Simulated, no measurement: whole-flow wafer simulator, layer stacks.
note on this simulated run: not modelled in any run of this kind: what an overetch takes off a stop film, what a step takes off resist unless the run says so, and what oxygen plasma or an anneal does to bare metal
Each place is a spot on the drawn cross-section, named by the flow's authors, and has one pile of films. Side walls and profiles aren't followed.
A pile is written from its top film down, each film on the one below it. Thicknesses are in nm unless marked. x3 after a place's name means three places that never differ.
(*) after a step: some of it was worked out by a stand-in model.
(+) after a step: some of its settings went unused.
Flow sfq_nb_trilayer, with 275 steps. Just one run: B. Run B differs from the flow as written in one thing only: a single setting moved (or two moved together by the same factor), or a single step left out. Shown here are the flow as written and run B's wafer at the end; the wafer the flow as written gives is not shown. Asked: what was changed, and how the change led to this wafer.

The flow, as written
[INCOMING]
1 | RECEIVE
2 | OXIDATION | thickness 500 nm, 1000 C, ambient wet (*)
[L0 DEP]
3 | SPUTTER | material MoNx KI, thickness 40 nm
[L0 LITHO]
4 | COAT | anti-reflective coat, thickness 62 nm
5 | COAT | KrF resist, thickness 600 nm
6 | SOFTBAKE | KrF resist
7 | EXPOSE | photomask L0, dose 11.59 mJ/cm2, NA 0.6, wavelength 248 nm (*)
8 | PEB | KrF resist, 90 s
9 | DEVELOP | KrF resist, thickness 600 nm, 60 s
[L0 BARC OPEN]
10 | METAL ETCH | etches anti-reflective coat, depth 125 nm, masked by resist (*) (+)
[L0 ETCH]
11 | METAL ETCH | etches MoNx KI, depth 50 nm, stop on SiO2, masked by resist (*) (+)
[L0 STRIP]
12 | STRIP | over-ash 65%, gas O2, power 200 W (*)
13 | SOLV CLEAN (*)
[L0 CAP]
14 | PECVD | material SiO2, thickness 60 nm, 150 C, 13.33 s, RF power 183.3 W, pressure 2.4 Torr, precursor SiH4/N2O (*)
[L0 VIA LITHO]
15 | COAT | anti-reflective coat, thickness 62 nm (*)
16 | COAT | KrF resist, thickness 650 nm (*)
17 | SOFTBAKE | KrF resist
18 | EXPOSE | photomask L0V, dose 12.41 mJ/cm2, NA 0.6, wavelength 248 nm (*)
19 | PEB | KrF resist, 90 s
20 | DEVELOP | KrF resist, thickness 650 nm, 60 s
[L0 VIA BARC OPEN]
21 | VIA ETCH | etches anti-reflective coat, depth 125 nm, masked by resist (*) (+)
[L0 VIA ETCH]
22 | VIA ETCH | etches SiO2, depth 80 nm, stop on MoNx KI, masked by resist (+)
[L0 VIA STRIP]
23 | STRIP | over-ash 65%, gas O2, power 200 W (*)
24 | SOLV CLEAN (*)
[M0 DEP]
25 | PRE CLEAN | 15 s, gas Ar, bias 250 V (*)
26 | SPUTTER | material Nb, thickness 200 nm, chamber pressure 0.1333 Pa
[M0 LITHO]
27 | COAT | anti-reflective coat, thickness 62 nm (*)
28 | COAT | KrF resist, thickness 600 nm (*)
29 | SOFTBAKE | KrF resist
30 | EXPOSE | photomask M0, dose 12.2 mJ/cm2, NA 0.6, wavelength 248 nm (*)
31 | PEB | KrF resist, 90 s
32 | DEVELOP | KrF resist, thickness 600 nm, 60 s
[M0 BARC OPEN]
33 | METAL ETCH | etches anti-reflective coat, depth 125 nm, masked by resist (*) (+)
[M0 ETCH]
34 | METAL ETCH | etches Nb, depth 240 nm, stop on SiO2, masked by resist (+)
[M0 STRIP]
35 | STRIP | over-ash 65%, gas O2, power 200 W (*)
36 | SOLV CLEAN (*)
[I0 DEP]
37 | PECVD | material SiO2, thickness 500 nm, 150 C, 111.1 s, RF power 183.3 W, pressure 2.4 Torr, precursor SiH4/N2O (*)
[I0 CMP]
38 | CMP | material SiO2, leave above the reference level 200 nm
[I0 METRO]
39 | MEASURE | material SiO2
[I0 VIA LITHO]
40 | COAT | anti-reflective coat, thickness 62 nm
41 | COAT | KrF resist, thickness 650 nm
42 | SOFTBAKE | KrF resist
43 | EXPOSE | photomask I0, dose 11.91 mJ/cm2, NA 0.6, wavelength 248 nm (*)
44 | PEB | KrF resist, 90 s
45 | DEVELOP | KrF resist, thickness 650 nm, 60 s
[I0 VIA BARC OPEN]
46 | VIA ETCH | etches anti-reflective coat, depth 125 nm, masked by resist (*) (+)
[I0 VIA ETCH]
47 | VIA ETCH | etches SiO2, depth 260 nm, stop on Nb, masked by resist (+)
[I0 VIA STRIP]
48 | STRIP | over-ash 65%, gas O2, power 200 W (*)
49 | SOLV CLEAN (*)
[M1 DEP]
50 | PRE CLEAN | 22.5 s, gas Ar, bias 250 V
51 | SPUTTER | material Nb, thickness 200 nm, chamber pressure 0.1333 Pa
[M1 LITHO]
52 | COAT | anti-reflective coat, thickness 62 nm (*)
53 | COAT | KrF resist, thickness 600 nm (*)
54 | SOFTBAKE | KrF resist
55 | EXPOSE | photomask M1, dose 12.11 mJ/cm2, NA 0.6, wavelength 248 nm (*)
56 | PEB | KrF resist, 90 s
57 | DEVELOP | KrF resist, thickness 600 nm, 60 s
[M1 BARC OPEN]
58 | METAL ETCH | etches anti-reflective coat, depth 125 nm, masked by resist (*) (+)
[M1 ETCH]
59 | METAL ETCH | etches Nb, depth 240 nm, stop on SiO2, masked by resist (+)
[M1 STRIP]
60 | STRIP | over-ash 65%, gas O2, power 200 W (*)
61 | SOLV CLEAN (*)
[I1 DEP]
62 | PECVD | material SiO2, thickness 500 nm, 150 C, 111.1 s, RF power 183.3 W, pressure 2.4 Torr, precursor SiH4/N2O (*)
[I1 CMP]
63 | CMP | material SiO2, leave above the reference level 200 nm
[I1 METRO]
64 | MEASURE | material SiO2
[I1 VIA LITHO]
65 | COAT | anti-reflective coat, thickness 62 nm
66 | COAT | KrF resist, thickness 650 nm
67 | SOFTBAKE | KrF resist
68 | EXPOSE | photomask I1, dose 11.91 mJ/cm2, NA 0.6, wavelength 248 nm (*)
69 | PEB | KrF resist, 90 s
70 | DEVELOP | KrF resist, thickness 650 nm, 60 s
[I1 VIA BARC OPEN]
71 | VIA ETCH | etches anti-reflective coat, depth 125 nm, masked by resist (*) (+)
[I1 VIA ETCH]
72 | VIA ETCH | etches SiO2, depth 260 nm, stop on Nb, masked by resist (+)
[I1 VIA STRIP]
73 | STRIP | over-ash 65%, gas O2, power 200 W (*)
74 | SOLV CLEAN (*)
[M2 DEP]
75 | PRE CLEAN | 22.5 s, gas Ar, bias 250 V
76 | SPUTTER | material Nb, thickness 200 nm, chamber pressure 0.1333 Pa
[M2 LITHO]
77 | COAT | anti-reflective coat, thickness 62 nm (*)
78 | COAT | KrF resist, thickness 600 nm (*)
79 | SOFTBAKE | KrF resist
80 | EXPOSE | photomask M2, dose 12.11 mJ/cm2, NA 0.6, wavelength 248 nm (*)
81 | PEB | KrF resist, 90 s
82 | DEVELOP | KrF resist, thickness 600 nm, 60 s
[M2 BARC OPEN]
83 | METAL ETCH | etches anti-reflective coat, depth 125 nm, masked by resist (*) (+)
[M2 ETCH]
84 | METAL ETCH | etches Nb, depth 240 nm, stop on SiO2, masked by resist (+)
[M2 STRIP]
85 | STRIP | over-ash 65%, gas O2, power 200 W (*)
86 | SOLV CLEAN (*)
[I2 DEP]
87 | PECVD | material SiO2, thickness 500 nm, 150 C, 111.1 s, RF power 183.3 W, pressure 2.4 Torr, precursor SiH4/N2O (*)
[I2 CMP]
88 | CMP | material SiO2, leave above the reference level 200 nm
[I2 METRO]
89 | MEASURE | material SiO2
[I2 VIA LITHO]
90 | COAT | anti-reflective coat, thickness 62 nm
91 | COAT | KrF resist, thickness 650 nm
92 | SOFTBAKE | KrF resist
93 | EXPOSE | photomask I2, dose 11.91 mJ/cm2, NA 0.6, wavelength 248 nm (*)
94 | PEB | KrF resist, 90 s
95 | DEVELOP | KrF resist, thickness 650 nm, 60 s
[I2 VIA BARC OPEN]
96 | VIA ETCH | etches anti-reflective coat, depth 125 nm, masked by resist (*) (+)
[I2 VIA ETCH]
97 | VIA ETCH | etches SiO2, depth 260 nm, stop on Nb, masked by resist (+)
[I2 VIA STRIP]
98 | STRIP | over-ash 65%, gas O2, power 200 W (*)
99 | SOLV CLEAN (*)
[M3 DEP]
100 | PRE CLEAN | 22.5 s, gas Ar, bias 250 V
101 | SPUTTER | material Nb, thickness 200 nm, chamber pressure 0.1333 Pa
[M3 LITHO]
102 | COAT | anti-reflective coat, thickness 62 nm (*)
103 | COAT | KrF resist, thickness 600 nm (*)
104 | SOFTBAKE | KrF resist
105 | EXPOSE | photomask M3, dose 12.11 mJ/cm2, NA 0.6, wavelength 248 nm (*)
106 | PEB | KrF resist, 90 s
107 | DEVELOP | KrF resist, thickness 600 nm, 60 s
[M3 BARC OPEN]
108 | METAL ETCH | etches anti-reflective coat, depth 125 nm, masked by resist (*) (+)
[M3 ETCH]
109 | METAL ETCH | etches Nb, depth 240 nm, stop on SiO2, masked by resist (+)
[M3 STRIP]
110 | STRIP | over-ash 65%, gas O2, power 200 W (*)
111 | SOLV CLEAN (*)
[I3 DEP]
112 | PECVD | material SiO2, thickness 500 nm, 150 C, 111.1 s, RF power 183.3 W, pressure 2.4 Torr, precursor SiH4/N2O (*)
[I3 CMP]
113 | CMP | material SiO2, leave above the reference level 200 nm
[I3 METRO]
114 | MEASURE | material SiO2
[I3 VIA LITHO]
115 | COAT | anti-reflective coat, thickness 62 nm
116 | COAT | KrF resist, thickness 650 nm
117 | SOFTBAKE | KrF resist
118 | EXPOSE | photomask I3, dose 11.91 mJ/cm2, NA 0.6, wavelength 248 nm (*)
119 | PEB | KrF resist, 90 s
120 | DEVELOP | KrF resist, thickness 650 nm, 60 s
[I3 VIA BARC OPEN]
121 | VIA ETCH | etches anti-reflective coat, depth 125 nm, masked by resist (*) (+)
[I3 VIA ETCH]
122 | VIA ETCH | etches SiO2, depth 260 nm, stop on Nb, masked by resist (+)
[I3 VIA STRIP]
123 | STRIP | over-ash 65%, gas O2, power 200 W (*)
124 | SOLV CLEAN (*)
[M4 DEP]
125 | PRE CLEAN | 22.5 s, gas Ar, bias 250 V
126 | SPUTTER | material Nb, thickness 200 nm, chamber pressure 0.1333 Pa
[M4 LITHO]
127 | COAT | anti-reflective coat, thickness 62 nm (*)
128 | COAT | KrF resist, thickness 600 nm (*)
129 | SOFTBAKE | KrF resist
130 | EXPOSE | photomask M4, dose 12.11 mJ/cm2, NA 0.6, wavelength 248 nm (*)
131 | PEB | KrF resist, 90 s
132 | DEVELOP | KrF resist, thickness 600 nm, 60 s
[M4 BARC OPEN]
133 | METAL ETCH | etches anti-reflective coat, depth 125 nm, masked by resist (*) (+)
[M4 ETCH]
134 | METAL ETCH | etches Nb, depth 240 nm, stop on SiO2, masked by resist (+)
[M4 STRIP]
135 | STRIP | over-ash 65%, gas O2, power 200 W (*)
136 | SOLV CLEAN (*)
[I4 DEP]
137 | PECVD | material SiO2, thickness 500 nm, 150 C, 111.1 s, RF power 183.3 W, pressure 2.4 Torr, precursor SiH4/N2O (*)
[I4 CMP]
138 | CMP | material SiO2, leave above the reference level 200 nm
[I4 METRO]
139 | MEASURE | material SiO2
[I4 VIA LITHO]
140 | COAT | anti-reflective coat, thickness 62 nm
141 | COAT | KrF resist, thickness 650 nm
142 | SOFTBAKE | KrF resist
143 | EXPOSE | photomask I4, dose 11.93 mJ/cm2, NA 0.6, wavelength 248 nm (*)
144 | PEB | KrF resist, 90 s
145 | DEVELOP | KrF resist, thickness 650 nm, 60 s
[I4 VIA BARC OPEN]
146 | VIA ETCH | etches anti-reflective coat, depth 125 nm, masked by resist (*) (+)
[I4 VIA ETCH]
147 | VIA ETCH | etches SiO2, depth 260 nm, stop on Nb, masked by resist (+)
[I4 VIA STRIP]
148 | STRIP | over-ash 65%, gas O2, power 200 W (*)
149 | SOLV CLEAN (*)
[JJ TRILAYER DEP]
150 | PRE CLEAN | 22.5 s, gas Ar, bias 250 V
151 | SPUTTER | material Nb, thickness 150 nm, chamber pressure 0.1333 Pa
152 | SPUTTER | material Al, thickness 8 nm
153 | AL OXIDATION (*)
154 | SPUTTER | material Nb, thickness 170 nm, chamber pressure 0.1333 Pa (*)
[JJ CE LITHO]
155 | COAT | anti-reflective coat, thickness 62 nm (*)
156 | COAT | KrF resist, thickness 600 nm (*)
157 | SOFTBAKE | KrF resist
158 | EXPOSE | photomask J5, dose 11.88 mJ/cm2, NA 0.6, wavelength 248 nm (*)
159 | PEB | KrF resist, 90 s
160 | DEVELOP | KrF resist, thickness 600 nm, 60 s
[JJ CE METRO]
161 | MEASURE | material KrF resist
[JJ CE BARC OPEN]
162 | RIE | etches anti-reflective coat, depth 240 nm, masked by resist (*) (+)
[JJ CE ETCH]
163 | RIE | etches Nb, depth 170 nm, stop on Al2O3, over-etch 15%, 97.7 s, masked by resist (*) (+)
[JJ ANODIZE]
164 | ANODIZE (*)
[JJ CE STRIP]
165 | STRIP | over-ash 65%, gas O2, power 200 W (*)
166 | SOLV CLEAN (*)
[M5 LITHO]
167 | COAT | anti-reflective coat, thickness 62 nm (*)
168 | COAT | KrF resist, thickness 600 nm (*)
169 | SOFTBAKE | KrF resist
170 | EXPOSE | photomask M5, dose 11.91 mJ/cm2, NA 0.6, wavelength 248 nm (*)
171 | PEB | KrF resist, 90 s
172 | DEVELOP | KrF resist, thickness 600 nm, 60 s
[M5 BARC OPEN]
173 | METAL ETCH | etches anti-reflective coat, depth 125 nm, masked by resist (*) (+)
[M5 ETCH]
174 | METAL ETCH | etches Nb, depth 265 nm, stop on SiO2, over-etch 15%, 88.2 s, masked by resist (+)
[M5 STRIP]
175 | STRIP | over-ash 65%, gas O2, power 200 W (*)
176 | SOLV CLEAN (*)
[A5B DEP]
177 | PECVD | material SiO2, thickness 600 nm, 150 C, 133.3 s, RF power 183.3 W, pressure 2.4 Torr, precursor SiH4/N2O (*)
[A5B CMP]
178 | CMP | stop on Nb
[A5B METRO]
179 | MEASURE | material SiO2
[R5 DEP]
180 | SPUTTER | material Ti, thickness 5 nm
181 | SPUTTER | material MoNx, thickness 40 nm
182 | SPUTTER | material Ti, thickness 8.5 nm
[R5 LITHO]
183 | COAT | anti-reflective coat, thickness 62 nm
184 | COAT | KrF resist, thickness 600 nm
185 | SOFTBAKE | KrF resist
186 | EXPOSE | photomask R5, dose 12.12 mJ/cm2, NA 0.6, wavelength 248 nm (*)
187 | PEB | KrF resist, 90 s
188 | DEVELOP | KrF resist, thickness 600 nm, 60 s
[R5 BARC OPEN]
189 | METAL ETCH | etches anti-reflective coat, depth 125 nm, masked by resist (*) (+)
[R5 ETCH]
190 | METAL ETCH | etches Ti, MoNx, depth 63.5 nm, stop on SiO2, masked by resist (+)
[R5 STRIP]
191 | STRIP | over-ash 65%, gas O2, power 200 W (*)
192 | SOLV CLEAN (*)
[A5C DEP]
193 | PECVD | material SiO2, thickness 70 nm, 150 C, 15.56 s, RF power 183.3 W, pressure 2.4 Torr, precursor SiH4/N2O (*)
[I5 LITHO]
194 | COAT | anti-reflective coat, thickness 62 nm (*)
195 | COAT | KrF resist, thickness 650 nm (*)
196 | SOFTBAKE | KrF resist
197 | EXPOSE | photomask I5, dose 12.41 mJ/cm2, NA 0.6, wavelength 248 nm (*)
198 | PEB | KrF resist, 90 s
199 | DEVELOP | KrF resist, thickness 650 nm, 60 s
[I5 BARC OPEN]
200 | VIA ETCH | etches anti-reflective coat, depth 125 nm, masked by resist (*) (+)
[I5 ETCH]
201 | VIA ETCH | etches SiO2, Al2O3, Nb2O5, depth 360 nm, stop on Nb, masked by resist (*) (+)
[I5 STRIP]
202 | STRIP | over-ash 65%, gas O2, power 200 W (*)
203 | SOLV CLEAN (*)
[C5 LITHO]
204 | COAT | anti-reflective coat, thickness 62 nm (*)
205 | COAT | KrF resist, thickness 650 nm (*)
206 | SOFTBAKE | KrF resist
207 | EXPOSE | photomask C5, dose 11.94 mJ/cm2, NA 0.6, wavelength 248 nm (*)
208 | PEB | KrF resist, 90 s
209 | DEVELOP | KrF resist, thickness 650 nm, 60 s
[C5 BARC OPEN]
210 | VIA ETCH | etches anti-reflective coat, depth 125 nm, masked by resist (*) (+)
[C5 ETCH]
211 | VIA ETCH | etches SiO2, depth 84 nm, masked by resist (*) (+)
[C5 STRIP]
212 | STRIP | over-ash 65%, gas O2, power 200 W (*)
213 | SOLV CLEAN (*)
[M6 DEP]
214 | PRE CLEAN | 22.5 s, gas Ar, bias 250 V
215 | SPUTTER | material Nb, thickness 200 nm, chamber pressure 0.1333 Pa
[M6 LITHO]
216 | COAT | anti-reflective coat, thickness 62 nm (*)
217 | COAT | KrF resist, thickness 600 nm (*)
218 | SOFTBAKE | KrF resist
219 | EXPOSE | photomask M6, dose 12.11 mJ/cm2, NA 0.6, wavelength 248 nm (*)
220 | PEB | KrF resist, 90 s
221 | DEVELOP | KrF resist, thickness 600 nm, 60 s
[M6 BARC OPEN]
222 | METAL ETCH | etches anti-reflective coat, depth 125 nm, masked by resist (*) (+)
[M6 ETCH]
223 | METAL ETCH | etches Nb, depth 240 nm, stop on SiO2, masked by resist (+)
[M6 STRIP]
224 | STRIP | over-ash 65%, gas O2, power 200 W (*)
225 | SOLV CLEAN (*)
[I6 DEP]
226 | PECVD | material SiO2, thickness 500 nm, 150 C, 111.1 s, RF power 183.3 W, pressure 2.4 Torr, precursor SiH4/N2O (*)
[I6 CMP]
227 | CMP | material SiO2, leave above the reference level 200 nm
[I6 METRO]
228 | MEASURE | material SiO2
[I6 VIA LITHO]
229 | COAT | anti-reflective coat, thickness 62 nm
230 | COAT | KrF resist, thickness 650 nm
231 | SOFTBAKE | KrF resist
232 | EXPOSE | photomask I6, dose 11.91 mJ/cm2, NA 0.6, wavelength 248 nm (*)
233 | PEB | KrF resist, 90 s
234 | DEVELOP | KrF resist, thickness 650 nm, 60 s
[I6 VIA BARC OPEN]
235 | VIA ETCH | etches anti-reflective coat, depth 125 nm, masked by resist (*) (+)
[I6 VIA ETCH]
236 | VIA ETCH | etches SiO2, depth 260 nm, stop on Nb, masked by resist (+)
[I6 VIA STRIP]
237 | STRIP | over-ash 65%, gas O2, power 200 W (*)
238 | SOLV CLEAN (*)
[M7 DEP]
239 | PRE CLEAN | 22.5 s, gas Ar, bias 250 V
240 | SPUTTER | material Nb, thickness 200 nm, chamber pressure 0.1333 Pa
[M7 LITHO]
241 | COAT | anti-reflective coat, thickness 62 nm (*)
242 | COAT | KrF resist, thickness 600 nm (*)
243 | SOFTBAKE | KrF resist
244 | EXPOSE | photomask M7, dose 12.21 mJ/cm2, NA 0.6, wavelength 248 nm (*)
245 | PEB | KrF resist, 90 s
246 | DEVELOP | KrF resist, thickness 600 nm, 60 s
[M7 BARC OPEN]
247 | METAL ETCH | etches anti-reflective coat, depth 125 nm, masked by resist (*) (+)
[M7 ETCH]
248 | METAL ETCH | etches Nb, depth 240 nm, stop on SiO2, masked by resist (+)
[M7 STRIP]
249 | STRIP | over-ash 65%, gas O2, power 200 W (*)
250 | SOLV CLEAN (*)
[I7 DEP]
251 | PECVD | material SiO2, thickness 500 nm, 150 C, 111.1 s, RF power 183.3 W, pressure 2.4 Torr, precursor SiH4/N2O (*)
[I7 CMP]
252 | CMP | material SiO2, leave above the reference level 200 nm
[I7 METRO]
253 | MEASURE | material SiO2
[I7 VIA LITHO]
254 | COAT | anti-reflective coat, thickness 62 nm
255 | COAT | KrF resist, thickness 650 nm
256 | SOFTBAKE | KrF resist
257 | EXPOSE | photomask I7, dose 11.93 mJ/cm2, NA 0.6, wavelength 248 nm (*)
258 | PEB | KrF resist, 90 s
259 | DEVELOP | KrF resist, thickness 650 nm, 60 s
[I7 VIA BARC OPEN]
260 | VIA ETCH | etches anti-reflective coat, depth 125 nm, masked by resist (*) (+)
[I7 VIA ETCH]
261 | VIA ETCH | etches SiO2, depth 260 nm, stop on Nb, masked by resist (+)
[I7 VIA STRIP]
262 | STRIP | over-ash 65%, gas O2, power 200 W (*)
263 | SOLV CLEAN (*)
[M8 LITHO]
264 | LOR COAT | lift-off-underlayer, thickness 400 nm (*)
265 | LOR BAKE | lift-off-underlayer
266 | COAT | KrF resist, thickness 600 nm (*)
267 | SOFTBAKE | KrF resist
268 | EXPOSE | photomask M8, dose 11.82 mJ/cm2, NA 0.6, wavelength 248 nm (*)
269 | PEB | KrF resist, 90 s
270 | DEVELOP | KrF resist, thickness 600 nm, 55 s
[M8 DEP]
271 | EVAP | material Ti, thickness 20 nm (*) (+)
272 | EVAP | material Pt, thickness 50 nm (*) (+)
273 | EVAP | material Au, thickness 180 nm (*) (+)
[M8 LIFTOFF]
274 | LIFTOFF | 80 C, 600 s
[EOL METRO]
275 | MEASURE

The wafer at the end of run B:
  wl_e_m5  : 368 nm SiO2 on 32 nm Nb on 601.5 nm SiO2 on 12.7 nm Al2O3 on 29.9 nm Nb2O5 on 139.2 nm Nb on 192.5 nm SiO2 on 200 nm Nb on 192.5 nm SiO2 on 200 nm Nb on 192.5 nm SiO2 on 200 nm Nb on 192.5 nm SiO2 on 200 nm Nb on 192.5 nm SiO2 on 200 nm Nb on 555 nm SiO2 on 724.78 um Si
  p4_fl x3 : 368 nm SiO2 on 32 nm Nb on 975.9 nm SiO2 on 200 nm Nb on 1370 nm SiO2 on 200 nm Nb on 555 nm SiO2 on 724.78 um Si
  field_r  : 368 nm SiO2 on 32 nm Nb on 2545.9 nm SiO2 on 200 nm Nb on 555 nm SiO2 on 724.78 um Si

What caused this: step 248, METAL ETCH: depth 168 nm was run, though the flow has depth 240 nm.

How this came from the change, step by step:
  248 | METAL ETCH | etches Nb, depth 240 nm, stop on SiO2, masked by resist (+)
      field_l, field_r, lsp_l and 62 more: -168 Nb (in the flow as written it would be: -200 Nb (all of it))
      v_sur, via_wl, via_w and 38 more: -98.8 KrF resist (in the flow as written it would be: -141.2 KrF resist)
  249 | STRIP | over-ash 65%, gas O2, power 200 W (*)
      wl_j_sl, wl_jj, wl_j_sr and 14 more: -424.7 KrF resist (all of it), -62 anti-reflective coat (all of it) (in the flow as written it would be: -382.4 KrF resist (all of it), -62 anti-reflective coat (all of it))
      ln_m5, lsp_m, ln_m6, lsp_r: -424.3 KrF resist (all of it), -61.8 anti-reflective coat (all of it) (in the flow as written it would be: -381.9 KrF resist (all of it), -61.8 anti-reflective coat (all of it))
      (and at 20 other places as well)
  251 | PECVD | material SiO2, thickness 500 nm, 150 C, 111.1 s, RF power 183.3 W, pressure 2.4 Torr, precursor SiH4/N2O (*)
      field_l, p4_fl x3, p4_w1 x9 and 46 more: +500 SiO2 (new film) (in the flow as written it would be: +500 SiO2)
      field_r, lsp_l: +481.2 SiO2 (new film) (in the flow as written it would be: +477.7 SiO2)
      (and at 4 other places as well)
  252 | CMP | material SiO2, leave above the reference level 200 nm
      field_l, p4_fl x3, p4_w1 x9 and 46 more: -132 SiO2 (in the flow as written it would be: -100 SiO2)
      field_r, lsp_l: -113.2 SiO2 (in the flow as written it would be: -77.7 SiO2)
      (and at 2 other places as well)
Taking metal films that touch as one body, wl_e_m5 has 7 bodies (between them, from the top down: SiO2 601.5 / Al2O3 12.7 / Nb2O5 29.9; SiO2 192.5; SiO2 192.5; SiO2 192.5; SiO2 192.5; SiO2 192.5); the flow as written gives 6 bodies (between them, from the top down: SiO2 192.5; SiO2 192.5; SiO2 192.5; SiO2 192.5; SiO2 192.5).
Taking metal films that touch as one body, p4_fl x3 has 3 bodies (between them, from the top down: SiO2 975.9; SiO2 1370); the flow as written gives 2 bodies (between them, from the top down: SiO2 1370).
Taking metal films that touch as one body, field_r has 2 bodies (between them, from the top down: SiO2 2545.9); the flow as written gives 1 body.
